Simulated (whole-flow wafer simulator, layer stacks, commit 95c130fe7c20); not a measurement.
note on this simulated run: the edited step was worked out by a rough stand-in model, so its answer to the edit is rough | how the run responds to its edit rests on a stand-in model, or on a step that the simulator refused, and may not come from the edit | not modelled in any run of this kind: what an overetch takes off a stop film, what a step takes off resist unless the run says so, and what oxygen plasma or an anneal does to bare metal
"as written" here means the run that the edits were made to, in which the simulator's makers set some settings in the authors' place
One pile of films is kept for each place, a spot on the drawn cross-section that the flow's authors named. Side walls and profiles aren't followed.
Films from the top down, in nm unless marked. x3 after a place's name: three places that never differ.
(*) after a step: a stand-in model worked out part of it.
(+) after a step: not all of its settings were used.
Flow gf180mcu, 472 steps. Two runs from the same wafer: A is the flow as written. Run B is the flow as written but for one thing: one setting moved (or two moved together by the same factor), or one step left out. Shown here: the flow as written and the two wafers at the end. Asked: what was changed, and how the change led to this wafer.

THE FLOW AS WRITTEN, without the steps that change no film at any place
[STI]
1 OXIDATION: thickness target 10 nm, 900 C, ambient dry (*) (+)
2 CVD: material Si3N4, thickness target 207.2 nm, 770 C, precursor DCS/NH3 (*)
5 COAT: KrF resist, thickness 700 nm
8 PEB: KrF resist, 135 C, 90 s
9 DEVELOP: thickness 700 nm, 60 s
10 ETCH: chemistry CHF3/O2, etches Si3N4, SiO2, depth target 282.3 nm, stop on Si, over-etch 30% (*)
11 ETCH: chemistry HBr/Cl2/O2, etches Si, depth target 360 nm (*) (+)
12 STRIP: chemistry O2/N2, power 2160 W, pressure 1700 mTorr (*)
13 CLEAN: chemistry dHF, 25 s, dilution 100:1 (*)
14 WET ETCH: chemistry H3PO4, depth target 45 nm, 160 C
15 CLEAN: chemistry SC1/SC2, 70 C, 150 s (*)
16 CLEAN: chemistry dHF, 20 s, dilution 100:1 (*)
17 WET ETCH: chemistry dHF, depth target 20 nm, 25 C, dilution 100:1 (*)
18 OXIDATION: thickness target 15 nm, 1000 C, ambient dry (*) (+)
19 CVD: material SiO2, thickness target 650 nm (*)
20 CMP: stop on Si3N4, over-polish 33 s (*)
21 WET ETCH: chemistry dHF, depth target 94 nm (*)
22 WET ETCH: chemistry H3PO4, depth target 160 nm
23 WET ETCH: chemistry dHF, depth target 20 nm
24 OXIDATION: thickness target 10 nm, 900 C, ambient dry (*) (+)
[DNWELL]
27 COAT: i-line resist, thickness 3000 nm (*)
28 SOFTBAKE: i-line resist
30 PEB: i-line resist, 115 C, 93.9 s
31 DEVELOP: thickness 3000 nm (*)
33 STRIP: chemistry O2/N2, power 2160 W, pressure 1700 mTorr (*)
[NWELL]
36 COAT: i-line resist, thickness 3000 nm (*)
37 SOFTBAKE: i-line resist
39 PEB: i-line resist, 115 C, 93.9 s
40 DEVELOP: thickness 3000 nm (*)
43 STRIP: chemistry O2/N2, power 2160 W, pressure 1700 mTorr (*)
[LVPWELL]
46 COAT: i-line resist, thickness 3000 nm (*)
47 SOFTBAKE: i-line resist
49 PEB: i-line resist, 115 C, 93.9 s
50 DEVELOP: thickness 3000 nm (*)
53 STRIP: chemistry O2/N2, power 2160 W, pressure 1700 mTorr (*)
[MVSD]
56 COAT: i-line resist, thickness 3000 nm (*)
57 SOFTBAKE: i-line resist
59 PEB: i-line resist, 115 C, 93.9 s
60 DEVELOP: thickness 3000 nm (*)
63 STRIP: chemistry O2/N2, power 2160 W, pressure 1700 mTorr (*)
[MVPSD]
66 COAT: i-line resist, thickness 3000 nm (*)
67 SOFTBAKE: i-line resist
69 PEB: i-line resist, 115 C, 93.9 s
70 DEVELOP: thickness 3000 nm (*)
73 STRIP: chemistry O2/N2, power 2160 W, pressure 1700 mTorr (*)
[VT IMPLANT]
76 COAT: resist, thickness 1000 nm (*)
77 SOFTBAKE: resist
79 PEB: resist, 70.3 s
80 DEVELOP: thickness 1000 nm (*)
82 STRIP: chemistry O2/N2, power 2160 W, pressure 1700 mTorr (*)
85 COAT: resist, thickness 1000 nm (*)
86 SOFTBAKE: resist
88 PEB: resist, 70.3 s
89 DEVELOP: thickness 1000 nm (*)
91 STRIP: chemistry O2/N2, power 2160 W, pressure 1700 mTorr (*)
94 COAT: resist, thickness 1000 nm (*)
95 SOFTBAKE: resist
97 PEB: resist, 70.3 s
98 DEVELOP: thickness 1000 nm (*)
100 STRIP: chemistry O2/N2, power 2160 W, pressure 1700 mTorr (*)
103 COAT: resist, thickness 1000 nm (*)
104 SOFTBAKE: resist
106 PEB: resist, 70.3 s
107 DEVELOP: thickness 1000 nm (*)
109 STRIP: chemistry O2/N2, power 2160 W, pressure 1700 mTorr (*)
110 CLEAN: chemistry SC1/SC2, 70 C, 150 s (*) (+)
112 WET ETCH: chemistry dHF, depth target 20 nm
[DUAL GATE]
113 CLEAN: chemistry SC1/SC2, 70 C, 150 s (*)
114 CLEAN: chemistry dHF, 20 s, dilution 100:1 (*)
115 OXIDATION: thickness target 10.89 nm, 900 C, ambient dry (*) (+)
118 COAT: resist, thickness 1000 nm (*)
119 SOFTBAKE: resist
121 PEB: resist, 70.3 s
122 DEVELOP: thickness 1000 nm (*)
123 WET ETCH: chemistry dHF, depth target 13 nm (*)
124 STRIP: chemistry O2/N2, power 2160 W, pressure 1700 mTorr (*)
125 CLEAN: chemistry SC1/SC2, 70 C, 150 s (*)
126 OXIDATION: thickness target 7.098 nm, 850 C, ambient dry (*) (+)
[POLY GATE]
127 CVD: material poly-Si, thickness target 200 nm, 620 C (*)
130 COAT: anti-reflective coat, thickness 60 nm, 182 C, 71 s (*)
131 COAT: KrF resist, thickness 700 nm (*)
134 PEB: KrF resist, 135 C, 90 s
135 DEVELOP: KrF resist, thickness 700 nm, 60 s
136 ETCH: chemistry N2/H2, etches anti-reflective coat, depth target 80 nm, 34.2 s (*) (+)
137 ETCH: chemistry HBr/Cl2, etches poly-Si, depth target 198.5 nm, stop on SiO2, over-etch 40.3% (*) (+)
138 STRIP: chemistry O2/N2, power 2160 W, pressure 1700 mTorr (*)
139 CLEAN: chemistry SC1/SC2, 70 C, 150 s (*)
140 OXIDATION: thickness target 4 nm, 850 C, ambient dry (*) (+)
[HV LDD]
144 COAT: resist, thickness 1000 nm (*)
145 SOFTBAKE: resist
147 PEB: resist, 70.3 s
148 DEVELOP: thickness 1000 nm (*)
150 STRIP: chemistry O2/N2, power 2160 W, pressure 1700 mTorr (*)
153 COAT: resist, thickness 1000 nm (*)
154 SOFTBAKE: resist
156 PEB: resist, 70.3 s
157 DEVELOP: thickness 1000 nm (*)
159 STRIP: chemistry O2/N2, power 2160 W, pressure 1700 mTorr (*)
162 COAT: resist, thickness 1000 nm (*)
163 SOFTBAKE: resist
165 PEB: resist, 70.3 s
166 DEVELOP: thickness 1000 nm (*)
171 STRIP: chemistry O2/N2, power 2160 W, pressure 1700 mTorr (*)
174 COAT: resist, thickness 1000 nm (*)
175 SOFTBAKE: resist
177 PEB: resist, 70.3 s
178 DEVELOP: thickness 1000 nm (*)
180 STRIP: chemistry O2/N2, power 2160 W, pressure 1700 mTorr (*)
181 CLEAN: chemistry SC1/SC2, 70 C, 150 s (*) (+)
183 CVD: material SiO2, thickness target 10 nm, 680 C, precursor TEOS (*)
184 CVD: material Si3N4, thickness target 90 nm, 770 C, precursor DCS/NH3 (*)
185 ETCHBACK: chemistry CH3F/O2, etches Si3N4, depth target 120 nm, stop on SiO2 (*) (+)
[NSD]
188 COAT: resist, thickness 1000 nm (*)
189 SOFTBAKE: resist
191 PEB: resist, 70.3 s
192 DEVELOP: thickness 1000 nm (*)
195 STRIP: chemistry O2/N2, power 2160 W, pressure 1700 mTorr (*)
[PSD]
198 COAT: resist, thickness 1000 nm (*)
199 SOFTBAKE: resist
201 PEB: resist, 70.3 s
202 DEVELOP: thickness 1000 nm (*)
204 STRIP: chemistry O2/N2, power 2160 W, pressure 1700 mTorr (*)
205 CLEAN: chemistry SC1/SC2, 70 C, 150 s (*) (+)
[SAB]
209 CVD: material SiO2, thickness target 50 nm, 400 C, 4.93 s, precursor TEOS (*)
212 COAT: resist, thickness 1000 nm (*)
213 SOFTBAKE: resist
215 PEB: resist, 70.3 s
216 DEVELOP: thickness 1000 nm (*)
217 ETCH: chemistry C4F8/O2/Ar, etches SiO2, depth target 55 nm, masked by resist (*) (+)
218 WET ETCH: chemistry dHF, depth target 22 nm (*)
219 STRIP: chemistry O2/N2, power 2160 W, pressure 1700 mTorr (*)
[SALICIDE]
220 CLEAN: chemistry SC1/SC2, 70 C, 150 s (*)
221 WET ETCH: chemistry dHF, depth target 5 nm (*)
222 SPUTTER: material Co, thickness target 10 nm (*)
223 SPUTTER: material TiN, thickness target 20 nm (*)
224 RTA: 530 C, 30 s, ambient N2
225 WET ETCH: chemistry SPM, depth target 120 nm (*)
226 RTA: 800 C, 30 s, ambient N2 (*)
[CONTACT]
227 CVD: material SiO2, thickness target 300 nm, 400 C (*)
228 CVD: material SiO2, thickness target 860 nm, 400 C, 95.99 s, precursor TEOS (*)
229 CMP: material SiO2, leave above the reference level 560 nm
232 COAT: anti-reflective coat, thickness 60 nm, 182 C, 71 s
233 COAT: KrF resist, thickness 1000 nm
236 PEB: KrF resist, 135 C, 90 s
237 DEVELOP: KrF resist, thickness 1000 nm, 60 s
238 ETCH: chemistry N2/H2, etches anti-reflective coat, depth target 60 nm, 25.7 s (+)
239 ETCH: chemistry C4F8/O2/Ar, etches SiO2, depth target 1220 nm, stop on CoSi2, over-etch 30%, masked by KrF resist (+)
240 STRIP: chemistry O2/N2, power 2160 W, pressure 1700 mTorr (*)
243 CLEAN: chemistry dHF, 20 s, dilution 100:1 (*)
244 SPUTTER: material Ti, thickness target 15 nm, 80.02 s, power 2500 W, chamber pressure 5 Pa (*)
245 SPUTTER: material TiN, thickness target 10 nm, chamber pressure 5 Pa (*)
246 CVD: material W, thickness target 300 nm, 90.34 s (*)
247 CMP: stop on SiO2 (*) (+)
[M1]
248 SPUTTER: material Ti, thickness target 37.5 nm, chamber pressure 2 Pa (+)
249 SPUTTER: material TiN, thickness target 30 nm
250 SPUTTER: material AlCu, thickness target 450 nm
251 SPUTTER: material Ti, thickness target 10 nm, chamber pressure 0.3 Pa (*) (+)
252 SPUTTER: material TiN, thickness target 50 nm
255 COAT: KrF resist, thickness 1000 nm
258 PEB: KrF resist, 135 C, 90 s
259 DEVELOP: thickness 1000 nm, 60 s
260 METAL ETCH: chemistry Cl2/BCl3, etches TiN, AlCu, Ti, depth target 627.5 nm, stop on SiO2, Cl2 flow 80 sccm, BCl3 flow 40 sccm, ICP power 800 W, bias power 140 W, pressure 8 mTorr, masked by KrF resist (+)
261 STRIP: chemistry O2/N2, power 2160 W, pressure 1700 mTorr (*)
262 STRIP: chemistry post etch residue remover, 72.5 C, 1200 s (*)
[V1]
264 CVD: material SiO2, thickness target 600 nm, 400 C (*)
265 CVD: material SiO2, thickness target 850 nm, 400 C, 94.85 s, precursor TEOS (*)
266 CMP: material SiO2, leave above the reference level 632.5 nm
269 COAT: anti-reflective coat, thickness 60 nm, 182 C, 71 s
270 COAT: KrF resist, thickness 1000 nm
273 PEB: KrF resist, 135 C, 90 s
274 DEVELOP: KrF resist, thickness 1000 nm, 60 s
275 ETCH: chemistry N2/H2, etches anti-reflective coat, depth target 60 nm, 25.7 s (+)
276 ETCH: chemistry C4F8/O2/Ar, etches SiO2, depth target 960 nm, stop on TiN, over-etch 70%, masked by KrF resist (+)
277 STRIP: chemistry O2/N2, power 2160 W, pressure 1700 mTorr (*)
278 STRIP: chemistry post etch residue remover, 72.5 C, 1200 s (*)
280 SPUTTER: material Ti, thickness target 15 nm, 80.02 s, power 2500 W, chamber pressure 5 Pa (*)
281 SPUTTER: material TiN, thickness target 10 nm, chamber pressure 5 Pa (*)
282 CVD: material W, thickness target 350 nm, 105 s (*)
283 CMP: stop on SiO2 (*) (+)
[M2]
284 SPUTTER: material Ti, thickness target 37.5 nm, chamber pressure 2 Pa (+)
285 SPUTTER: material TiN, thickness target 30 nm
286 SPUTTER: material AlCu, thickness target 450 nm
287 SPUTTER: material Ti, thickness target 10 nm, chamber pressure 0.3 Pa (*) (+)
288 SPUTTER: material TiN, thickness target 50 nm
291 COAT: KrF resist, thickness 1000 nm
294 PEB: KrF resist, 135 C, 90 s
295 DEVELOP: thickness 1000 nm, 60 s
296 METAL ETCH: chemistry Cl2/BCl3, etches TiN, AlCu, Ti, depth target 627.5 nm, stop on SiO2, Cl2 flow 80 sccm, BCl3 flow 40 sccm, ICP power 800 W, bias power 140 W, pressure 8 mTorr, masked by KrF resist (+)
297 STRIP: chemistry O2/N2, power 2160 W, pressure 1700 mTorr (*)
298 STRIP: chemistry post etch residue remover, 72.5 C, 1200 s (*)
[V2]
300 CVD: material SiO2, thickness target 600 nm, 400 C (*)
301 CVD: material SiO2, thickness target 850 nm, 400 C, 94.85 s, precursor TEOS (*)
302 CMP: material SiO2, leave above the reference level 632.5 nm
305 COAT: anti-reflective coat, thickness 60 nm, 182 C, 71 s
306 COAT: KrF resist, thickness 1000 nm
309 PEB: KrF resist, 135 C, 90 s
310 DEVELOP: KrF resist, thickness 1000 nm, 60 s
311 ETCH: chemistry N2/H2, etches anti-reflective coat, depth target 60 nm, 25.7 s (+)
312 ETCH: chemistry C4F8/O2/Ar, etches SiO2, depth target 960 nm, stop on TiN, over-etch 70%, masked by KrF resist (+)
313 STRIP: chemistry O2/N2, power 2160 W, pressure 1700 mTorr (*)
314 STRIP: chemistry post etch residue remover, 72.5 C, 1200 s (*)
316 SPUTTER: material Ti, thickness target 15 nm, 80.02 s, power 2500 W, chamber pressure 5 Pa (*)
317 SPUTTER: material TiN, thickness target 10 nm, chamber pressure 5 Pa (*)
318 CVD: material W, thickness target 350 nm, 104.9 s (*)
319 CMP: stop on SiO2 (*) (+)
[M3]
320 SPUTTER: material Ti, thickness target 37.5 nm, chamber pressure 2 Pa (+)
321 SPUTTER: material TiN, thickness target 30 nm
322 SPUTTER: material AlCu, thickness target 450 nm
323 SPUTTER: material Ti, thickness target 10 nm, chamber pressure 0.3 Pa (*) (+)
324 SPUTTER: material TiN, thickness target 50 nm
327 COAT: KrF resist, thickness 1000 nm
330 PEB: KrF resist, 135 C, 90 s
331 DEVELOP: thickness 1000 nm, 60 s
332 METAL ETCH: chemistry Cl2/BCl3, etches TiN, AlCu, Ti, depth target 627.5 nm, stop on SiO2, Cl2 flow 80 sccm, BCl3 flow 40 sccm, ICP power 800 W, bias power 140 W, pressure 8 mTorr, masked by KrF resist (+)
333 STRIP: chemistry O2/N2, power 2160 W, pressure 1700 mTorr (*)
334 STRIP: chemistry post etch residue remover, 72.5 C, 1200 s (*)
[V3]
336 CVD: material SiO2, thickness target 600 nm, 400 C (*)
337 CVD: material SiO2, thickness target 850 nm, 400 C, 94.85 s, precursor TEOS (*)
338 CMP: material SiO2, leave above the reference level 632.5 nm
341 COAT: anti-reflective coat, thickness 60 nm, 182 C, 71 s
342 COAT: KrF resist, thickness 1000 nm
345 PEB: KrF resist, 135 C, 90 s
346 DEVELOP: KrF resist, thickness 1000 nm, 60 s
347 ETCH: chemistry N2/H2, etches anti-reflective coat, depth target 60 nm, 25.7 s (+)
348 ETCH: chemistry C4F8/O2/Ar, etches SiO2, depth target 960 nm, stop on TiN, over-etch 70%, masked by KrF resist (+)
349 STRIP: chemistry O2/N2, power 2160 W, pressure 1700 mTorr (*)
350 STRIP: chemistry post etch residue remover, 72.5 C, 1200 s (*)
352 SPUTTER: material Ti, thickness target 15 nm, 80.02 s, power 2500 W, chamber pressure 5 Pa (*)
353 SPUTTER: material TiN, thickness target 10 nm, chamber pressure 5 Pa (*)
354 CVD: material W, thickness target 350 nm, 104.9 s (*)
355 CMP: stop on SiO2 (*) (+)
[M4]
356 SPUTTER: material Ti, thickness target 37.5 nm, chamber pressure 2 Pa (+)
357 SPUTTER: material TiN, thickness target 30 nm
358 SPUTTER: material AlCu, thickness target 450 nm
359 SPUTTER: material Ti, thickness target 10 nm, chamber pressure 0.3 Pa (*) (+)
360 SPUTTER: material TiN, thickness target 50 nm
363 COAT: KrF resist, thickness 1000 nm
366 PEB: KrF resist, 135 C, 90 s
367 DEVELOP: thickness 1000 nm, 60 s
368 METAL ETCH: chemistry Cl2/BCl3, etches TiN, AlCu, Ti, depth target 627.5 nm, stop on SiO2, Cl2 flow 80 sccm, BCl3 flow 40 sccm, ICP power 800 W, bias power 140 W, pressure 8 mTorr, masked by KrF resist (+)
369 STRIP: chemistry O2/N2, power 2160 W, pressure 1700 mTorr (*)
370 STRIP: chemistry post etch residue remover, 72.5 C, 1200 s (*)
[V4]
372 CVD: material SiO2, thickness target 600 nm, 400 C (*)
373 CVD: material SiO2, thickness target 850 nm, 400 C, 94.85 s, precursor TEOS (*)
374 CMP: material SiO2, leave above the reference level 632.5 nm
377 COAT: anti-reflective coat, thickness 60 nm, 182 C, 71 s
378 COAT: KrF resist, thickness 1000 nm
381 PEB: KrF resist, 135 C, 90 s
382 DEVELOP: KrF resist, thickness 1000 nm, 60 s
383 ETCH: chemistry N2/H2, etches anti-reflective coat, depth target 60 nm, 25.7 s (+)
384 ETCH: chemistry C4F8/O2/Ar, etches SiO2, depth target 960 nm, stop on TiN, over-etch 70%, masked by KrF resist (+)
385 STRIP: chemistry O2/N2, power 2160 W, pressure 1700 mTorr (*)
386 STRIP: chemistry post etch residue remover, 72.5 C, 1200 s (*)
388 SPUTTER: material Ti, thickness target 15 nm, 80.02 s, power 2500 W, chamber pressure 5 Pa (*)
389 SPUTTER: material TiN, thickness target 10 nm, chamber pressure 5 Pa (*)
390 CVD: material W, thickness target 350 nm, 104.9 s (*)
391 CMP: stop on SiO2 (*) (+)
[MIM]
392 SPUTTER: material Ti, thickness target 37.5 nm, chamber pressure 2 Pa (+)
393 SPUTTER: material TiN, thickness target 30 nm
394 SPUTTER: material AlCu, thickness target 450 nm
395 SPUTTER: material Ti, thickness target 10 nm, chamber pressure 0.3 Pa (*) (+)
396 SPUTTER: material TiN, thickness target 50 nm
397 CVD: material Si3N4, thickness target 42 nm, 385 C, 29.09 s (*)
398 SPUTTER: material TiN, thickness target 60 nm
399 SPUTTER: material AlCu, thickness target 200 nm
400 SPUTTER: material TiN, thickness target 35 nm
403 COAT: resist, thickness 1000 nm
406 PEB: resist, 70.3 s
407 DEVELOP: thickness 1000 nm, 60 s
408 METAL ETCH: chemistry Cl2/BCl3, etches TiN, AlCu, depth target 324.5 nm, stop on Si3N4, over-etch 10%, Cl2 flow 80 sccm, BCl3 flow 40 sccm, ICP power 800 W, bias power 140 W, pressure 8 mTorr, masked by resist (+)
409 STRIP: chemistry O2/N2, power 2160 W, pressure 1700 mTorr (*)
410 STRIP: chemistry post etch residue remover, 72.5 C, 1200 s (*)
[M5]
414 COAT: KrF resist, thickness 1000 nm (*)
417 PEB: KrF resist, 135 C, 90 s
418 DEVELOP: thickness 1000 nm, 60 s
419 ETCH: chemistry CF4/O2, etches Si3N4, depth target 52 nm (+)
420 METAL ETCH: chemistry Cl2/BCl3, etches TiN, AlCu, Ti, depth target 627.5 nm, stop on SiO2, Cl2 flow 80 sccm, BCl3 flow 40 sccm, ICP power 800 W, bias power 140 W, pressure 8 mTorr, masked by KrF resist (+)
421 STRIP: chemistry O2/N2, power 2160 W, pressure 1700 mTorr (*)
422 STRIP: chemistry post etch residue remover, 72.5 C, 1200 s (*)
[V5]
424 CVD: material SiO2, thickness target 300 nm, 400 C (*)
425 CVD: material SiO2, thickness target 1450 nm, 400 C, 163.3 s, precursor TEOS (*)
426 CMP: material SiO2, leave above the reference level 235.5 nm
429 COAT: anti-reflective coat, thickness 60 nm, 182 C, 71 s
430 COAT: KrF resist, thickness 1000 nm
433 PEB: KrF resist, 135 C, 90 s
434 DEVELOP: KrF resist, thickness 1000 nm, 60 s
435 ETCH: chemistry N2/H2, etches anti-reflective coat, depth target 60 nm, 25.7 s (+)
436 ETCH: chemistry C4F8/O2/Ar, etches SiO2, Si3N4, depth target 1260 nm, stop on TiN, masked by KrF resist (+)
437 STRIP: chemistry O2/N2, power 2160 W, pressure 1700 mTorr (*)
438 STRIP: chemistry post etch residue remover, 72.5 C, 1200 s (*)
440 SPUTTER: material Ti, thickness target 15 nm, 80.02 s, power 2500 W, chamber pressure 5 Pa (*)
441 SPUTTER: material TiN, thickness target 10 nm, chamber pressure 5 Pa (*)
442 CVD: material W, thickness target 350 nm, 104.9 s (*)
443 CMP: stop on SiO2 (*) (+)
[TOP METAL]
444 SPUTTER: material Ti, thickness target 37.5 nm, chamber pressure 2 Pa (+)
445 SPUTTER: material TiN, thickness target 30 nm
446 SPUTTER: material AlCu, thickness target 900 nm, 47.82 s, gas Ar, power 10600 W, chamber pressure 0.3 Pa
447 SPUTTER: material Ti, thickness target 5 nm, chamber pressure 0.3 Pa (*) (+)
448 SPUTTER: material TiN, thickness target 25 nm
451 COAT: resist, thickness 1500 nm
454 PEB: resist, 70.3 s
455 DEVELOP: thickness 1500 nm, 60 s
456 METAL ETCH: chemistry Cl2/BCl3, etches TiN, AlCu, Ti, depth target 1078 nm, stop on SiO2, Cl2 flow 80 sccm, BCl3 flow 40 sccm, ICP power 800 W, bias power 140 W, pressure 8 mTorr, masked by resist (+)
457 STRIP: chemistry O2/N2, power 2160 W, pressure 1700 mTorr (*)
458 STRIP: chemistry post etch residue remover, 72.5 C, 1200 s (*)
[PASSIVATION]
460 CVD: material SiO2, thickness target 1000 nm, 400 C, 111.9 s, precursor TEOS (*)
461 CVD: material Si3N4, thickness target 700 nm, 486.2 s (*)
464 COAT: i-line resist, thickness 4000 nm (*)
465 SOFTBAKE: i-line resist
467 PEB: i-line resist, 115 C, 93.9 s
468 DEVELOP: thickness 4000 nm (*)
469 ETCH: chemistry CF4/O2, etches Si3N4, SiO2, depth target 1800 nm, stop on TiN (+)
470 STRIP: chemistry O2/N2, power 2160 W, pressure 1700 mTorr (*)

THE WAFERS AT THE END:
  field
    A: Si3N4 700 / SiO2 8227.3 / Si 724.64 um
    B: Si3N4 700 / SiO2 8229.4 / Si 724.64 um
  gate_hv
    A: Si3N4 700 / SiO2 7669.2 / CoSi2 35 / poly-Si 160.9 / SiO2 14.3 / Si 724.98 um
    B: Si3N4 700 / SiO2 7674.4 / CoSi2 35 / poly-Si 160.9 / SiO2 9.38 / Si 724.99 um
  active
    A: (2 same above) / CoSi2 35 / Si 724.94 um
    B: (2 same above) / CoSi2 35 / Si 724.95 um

The cause: step 115, OXIDATION: thickness target 5.171 nm was run, where the flow has thickness target 10.89 nm.

How the change led to this, step by step:
  115 OXIDATION: thickness target 10.89 nm, 900 C, ambient dry (*) (+)
      active, n_well, p_well and 40 more: A SiO2 +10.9 (new film), Si -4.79 | B SiO2 +5.17 (new film), Si -2.28
      sti, mim_1p0, pad and 21 more: A SiO2 +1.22, Si -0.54 | B SiO2 +0.34, Si -0.15
      (and at 25 more places)
  123 WET ETCH: chemistry dHF, depth target 13 nm (*)
      active, n_well, p_well and 12 more: A SiO2 -10.9 (all of it) | B SiO2 -5.17 (all of it)
  126 OXIDATION: thickness target 7.098 nm, 850 C, ambient dry (*) (+)
      gate_hv, active_hv, active_nat and 25 more: A SiO2 +3.72, Si -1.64 | B SiO2 +4.55, Si -2
  130 COAT: anti-reflective coat, thickness 60 nm, 182 C, 71 s (*)
      p_well, spacer, sd_n: A anti-reflective coat +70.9 (new film) | B anti-reflective coat +67.9 (new film)
      ldn_fp, ldp_fp: A anti-reflective coat +48.5 (new film) | B anti-reflective coat +47.4 (new film)
      (and at 21 more places)
  136 ETCH: chemistry N2/H2, etches anti-reflective coat, depth target 80 nm, 34.2 s (*) (+)
      p_well, spacer, sd_n: A anti-reflective coat -70.9 (all of it), poly-Si -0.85 | B anti-reflective coat -67.9 (all of it), poly-Si -0.93
      ldn_dft, ldp_dft: A anti-reflective coat -48.7 (all of it), poly-Si -1.42 | B anti-reflective coat -47.7 (all of it), poly-Si -1.44
      (and at 14 more places)
  138 STRIP: chemistry O2/N2, power 2160 W, pressure 1700 mTorr (*)
      gate: A chemical SiO2 +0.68 (new film), KrF resist -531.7 (all of it), anti-reflective coat -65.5 (all of it), poly-Si -0.3 | B chemical SiO2 +0.68 (new film), KrF resist -530.5 (all of it), anti-reflective coat -63.7 (all of it), poly-Si -0.3
      gate_p: A chemical SiO2 +0.68 (new film), KrF resist -530.6 (all of it), anti-reflective coat -65.9 (all of it), poly-Si -0.3 | B chemical SiO2 +0.68 (new film), KrF resist -529.6 (all of it), anti-reflective coat -64.4 (all of it), poly-Si -0.3
      (and at 5 more places)
  145 SOFTBAKE: resist
      active_nat: A resist +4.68 | B resist +8.89
  154 SOFTBAKE: resist
      active_nat: A resist +4.68 | B resist +8.89
  163 SOFTBAKE: resist
      active_nat: A resist +4.68 | B resist +8.89
  175 SOFTBAKE: resist
      active_nat: A resist +4.68 | B resist +8.89
  189 SOFTBAKE: resist
      active_hv: A resist +2.68 | B resist -0.36
  199 SOFTBAKE: resist
      active_hv: A resist +2.68 | B resist -0.36
  218 WET ETCH: chemistry dHF, depth target 22 nm (*)
      ldn_tap, ldn_src, ldn_drn, ldp_tap, ldp_src, ldp_drn, ldp_gr: A SiO2 -16 (all of it) | B SiO2 -11.2 (all of it)
      ld_drn_n, ld_sd_p: A SiO2 -14.8 (all of it) | B SiO2 -10 (all of it)
      (and at 5 more places)
  223 SPUTTER: material TiN, thickness target 20 nm (*)
      field__w12: A TiN +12 (new film) | B TiN +12.6 (new film)
  225 WET ETCH: chemistry SPM, depth target 120 nm (*)
      field__w12: A TiN -12 (all of it), Co -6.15 (all of it) | B TiN -12.6 (all of it), Co -6.15 (all of it)
